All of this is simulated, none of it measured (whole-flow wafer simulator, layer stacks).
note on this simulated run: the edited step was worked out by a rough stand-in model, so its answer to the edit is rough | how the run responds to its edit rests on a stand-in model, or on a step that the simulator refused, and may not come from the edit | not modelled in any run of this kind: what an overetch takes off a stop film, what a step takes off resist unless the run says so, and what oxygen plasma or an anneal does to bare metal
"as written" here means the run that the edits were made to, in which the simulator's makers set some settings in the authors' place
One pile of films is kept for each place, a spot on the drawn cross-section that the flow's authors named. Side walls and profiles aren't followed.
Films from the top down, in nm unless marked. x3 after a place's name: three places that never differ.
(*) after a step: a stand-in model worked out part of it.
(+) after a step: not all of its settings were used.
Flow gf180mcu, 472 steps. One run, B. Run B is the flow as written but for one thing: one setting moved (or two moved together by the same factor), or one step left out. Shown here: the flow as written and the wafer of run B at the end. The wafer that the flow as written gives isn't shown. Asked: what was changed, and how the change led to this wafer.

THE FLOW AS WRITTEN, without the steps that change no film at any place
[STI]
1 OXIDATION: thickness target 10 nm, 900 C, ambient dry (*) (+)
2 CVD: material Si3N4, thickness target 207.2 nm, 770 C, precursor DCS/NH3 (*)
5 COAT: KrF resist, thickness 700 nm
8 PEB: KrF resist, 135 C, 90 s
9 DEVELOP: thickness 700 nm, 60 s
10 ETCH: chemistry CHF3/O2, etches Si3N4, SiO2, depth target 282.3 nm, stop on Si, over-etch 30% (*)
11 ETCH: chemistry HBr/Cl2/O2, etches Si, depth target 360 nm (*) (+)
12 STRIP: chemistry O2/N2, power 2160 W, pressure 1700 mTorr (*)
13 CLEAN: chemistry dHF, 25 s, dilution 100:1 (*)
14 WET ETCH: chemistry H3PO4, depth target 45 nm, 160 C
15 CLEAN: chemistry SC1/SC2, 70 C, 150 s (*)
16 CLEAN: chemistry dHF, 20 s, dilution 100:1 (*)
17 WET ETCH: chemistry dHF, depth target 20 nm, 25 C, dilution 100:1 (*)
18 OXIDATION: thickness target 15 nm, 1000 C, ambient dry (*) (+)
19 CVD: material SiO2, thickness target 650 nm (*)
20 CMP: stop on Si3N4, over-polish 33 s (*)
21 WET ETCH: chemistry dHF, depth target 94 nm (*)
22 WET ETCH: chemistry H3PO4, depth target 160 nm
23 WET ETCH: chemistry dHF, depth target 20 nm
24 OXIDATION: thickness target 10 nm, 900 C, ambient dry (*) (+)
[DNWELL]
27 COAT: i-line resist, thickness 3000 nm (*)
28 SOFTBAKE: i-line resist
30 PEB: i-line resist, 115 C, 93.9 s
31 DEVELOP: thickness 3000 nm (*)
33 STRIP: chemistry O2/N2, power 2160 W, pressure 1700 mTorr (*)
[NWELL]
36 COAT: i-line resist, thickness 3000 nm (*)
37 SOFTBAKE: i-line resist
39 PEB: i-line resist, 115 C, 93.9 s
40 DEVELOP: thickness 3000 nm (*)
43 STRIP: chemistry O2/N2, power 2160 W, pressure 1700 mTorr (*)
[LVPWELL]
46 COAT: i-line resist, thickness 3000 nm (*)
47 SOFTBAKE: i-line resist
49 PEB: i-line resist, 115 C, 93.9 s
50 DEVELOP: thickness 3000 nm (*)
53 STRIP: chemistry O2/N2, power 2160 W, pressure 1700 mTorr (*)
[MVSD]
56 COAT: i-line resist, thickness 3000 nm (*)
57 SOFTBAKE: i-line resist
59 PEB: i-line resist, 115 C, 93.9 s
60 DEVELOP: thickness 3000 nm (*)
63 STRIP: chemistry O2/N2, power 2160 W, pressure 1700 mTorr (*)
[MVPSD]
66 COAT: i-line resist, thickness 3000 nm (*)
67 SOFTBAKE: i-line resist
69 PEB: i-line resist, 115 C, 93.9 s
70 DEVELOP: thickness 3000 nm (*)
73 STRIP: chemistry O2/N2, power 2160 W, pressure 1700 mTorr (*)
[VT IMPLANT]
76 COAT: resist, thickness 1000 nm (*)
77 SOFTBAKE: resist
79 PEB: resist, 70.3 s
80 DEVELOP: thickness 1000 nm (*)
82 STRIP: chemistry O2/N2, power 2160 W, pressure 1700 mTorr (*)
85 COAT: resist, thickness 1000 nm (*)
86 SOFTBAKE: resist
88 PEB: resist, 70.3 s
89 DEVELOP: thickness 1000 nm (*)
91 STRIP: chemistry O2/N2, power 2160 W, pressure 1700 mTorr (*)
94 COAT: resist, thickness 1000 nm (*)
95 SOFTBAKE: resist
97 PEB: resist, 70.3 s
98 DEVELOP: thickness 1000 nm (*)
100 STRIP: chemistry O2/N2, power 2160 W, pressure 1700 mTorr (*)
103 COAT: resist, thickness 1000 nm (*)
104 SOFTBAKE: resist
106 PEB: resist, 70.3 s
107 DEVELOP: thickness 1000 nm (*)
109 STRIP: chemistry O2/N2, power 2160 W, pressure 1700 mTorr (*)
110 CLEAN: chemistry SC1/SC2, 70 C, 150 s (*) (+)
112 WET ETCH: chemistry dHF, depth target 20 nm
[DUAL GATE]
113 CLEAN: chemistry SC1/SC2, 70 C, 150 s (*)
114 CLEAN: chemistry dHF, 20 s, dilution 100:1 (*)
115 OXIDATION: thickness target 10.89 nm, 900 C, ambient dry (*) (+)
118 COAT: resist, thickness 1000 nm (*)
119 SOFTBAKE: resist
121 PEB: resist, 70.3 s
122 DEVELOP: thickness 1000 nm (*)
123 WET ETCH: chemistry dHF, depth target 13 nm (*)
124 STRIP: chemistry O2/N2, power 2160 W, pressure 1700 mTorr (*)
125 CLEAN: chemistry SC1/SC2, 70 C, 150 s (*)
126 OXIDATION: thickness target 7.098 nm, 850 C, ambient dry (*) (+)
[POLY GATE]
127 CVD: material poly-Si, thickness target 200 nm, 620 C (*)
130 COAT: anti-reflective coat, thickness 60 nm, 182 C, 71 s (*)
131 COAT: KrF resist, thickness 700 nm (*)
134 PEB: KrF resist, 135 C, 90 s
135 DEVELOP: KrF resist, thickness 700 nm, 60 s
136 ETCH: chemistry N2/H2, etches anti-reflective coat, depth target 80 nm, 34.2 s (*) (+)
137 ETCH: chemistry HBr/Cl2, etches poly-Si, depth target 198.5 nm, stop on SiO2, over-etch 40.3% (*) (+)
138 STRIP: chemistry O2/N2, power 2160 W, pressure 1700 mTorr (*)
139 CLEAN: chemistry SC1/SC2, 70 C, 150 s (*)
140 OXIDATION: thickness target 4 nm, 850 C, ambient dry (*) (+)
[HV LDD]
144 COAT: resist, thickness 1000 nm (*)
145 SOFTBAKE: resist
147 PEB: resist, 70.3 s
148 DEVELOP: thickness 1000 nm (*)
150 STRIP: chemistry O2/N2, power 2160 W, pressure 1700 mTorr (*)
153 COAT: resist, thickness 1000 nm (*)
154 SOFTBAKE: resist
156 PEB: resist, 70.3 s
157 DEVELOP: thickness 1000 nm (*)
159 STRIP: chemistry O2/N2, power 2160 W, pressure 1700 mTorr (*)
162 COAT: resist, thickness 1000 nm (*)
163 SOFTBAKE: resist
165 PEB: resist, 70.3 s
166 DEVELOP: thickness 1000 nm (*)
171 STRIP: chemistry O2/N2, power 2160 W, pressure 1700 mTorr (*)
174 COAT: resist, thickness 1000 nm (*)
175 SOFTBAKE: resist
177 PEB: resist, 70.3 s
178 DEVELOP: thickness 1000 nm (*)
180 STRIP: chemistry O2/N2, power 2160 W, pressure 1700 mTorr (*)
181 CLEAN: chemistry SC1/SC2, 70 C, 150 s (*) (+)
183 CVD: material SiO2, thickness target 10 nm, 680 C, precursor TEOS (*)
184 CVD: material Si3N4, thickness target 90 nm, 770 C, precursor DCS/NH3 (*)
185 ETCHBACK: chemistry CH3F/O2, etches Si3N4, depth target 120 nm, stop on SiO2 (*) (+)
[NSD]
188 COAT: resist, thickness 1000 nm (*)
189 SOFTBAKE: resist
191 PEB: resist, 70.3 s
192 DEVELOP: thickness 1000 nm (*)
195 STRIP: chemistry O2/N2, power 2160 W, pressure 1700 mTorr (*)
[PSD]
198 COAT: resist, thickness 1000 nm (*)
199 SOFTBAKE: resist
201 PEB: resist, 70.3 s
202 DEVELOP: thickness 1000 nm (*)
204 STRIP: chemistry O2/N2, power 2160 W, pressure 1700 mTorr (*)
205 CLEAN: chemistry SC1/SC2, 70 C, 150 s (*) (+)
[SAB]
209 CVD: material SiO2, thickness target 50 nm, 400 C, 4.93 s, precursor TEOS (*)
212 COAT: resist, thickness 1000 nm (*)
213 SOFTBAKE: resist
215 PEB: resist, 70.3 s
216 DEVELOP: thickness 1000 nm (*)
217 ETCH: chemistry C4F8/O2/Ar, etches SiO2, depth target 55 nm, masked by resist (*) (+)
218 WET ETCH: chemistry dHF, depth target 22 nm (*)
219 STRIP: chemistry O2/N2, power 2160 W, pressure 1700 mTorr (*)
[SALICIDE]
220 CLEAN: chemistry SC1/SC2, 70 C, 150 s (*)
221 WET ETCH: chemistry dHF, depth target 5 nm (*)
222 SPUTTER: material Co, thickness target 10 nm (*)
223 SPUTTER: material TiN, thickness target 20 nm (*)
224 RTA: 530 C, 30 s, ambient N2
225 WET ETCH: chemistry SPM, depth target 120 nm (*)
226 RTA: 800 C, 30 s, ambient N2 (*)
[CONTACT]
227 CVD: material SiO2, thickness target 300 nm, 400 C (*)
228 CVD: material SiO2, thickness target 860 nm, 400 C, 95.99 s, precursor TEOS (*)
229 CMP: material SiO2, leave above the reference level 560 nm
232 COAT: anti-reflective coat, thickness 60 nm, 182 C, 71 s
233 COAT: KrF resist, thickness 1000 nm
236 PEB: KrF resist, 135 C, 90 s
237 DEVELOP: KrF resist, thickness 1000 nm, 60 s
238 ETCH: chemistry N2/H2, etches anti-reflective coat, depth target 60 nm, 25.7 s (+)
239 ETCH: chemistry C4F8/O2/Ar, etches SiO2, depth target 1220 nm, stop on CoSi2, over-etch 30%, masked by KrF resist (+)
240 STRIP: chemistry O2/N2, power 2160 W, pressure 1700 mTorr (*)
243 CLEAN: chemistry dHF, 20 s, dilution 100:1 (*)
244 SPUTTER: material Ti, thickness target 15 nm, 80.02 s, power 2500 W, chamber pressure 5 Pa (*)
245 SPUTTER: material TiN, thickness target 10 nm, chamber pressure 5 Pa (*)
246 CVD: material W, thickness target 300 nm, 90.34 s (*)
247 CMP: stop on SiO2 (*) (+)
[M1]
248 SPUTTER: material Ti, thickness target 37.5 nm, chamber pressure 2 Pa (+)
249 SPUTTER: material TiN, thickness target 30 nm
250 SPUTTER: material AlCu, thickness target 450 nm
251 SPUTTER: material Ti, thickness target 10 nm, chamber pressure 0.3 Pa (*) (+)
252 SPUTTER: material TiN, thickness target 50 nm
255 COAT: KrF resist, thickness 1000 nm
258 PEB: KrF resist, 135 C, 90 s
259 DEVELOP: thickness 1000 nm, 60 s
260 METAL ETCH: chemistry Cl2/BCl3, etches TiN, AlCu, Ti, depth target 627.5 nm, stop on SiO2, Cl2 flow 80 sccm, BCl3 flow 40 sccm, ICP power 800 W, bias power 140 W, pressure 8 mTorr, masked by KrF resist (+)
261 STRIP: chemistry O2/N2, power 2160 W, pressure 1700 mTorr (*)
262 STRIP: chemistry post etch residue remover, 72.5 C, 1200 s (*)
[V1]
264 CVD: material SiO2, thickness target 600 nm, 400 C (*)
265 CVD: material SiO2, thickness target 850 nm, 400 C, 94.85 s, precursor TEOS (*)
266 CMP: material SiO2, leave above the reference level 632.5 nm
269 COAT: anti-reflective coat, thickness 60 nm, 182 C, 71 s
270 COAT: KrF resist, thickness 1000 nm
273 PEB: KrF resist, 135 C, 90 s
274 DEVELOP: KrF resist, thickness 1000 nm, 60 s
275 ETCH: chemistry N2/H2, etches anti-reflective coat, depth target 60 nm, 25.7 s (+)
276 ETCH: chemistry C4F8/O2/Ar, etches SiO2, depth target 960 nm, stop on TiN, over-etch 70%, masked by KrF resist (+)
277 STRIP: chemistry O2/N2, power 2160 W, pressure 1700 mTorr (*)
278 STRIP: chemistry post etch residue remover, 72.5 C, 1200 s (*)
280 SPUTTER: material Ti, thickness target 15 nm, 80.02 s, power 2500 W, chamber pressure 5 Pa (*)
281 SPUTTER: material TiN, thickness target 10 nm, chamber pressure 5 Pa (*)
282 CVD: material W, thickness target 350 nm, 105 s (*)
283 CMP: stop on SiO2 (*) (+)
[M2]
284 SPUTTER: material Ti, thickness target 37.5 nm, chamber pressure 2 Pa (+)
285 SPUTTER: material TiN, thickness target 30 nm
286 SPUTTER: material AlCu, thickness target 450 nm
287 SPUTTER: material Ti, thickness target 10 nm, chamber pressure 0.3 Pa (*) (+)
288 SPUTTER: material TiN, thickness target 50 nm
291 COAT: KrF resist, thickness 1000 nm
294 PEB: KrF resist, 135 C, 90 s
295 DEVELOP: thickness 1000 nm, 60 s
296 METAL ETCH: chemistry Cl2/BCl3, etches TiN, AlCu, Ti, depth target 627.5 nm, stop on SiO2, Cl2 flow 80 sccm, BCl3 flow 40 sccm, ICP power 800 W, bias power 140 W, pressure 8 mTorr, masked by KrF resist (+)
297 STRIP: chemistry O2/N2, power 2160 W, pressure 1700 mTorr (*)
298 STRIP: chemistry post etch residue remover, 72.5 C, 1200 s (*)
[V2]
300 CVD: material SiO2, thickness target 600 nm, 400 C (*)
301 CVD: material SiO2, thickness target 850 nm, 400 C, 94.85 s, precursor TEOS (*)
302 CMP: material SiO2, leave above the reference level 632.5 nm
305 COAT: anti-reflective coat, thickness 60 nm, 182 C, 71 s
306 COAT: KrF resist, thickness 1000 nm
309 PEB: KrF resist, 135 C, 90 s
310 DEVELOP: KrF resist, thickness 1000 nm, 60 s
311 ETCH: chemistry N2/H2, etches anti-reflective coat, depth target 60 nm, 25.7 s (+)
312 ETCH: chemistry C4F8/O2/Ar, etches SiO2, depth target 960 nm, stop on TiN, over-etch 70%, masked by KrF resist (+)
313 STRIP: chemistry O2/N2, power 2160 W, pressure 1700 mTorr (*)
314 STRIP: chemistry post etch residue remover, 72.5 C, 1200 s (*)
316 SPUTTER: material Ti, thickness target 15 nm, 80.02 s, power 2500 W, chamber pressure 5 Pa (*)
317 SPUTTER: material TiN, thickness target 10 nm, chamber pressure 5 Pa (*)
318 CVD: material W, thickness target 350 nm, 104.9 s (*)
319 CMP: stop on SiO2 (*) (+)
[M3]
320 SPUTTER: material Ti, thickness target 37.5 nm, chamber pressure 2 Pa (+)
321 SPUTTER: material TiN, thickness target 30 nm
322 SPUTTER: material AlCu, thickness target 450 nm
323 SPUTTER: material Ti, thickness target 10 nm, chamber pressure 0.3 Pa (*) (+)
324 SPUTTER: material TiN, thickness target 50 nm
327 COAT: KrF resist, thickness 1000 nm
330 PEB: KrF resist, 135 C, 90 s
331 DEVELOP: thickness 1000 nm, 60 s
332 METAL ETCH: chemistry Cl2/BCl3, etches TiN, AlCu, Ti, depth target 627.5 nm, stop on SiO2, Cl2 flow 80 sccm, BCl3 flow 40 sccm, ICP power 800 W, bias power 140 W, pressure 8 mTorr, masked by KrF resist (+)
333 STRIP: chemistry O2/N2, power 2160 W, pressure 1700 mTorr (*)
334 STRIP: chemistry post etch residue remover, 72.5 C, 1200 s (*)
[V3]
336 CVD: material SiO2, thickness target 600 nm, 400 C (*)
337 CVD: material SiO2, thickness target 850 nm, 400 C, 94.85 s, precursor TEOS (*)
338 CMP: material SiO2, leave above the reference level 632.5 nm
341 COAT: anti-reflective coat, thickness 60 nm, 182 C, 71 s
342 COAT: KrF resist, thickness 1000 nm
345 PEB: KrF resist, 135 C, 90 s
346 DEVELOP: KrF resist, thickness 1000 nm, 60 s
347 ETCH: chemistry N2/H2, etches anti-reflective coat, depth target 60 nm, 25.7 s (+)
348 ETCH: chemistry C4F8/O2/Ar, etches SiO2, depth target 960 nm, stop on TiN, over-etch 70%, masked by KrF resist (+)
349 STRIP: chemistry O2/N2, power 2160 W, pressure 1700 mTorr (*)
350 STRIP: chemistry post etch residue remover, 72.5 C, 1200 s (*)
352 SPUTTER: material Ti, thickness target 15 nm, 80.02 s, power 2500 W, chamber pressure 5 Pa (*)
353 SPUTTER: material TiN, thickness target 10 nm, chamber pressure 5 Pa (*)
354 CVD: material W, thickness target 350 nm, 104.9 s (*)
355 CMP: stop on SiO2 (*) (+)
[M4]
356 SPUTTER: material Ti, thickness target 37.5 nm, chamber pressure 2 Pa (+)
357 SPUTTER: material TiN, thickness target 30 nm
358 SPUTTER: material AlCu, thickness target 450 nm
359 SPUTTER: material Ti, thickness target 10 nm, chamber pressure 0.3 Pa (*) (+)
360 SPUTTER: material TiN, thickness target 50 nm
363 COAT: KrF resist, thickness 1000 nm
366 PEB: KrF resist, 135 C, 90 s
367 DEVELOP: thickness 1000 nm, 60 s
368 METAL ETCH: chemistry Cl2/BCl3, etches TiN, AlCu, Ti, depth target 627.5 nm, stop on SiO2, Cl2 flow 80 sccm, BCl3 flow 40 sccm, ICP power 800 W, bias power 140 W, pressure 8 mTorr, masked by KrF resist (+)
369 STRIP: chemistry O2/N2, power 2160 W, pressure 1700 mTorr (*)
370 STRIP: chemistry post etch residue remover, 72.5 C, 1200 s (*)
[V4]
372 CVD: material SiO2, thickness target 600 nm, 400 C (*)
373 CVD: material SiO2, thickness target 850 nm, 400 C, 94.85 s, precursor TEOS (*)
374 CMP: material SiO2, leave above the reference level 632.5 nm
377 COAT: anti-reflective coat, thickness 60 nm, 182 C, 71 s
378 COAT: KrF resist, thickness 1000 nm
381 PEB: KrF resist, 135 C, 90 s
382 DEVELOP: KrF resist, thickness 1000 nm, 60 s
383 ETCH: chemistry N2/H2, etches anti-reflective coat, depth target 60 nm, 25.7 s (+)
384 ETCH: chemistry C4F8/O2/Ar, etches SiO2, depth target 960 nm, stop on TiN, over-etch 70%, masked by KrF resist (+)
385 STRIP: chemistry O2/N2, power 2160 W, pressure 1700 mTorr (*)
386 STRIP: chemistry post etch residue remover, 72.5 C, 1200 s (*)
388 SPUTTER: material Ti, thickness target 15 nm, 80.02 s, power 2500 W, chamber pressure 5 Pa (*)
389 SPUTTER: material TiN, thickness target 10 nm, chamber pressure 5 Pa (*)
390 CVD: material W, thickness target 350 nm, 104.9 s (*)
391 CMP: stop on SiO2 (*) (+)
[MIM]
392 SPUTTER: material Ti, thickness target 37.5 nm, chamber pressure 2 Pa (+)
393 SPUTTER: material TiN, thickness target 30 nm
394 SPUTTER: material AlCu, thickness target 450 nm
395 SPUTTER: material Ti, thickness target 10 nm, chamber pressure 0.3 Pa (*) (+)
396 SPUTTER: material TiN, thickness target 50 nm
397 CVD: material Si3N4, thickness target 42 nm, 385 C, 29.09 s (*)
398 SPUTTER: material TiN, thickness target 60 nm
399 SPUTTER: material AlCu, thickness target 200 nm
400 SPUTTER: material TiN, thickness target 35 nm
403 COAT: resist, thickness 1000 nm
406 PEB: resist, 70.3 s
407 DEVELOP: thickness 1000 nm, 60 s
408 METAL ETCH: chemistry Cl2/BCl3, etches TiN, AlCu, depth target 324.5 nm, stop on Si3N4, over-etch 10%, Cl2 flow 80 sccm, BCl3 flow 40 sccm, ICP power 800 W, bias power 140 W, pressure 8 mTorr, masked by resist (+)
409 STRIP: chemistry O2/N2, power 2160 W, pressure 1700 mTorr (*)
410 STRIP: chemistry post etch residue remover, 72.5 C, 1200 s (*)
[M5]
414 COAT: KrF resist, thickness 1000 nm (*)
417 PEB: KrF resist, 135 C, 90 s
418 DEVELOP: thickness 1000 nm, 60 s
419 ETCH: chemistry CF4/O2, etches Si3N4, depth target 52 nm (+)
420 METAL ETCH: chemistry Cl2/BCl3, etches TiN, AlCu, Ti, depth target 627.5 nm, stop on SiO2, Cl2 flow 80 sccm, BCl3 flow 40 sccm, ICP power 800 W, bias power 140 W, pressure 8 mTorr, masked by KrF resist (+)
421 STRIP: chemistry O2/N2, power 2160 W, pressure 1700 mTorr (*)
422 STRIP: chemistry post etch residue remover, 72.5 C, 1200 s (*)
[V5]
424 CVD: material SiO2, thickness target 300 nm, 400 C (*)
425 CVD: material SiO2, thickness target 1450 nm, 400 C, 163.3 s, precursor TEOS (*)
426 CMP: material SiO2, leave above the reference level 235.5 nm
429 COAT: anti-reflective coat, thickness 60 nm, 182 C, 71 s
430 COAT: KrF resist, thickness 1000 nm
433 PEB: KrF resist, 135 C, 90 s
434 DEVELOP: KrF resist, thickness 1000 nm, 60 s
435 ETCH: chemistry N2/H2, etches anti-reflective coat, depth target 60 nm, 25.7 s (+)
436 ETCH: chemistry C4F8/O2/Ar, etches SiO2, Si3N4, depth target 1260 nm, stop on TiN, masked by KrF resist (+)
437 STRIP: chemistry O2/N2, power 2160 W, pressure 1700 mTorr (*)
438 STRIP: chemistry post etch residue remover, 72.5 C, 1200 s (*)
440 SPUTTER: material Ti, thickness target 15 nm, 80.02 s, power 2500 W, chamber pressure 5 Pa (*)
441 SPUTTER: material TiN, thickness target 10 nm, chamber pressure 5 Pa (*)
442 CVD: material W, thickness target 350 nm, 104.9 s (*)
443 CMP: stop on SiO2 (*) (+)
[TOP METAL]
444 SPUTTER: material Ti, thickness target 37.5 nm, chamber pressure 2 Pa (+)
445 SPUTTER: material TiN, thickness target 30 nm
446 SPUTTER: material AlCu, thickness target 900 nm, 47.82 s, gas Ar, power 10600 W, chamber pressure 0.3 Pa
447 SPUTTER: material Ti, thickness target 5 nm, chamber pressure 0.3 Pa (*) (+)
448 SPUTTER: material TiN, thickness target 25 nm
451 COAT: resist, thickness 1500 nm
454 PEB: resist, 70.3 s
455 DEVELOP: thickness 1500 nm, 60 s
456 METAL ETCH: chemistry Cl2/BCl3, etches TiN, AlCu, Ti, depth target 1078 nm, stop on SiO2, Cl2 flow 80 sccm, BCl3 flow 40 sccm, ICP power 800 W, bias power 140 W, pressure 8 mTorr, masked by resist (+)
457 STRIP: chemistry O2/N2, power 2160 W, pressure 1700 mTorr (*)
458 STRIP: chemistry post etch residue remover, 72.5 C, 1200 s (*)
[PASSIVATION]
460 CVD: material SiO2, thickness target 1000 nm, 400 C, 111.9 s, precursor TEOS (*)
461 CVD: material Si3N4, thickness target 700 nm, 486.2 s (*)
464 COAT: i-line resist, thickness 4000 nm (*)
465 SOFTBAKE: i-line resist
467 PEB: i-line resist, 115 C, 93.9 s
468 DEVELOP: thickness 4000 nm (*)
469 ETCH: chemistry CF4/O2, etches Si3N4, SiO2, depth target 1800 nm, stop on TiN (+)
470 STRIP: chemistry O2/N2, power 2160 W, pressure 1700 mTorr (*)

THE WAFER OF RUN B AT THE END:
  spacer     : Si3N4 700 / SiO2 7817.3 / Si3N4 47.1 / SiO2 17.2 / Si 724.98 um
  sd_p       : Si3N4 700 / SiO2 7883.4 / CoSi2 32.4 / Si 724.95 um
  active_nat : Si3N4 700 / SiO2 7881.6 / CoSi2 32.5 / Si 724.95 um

The cause: step 184, CVD: thickness target 51.3 nm was run, where the flow has thickness target 90 nm.

How the change led to this, step by step:
  184 CVD: material Si3N4, thickness target 90 nm, 770 C, precursor DCS/NH3 (*)
      field, field__w1, field__w2 and 101 more: Si3N4 +51.3 (new film) (as written it would be: Si3N4 +90 (new film))
  185 ETCHBACK: chemistry CH3F/O2, etches Si3N4, depth target 120 nm, stop on SiO2 (*) (+)
      field, field__w1, field__w2 and 52 more: Si3N4 -51.3 (all of it), SiO2 -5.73 (as written it would be: Si3N4 -90 (all of it), SiO2 -2.5)
      active, n_well, p_well and 45 more: Si3N4 -51.3 (all of it), SiO2 -5.72 (as written it would be: Si3N4 -90 (all of it), SiO2 -2.5)
  188 COAT: resist, thickness 1000 nm (*)
      spacer: resist +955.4 (new film) (as written it would be: resist +920.2 (new film))
  189 SOFTBAKE: resist
      field__w6: resist +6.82 (as written it would be: resist +7.53)
      field__w7: resist +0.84 (as written it would be: resist +1.57)
      (and at 16 more places)
  191 PEB: resist, 70.3 s
      spacer: resist -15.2 (as written it would be: resist -14.3)
  192 DEVELOP: thickness 1000 nm (*)
      spacer: resist -940.3 (all of it) (as written it would be: resist -905.9 (all of it))
  198 COAT: resist, thickness 1000 nm (*)
      spacer: resist +955.4 (new film) (as written it would be: resist +920.2 (new film))
  199 SOFTBAKE: resist
      field__w6: resist +6.82 (as written it would be: resist +7.53)
      field__w7: resist +0.84 (as written it would be: resist +1.57)
      (and at 16 more places)
  201 PEB: resist, 70.3 s
      spacer: resist -15.2 (as written it would be: resist -14.3)
  204 STRIP: chemistry O2/N2, power 2160 W, pressure 1700 mTorr (*)
      spacer: resist -940.2 (all of it) (as written it would be: resist -905.9 (all of it))
  212 COAT: resist, thickness 1000 nm (*)
      spacer: resist +954.6 (new film) (as written it would be: resist +919.4 (new film))
  213 SOFTBAKE: resist
      field__w9: resist +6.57 (as written it would be: resist -3.11)
      field__w5: resist +6.81 (as written it would be: resist +7.65)
      (and at 13 more places)
  215 PEB: resist, 70.3 s
      spacer: resist -15.1 (as written it would be: resist -14.3)
  216 DEVELOP: thickness 1000 nm (*)
      spacer: resist -939.4 (all of it) (as written it would be: resist -905.1 (all of it))
  218 WET ETCH: chemistry dHF, depth target 22 nm (*)
      gate, gate_hv, gate_p and 23 more: SiO2 -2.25 (all of it) (as written it would be: SiO2 -5.48 (all of it))
      active, p_well, sd_n, iso_ptap_pw, iso_ntap_nw, iso_ptap_sub, vpnp_e: SiO2 -5.79 (all of it) (as written it would be: SiO2 -9.01 (all of it))
      (and at 16 more places)
  222 SPUTTER: material Co, thickness target 10 nm (*)
      field__w2: Co +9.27 (new film) (as written it would be: Co +8.65 (new film))
      field__w3: Co +8.9 (new film) (as written it would be: Co +8.06 (new film))
      (and at 4 more places)
  ... 4 more steps ...
  229 CMP: material SiO2, leave above the reference level 560 nm
      spacer: SiO2 -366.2 (as written it would be: SiO2 -404.9)
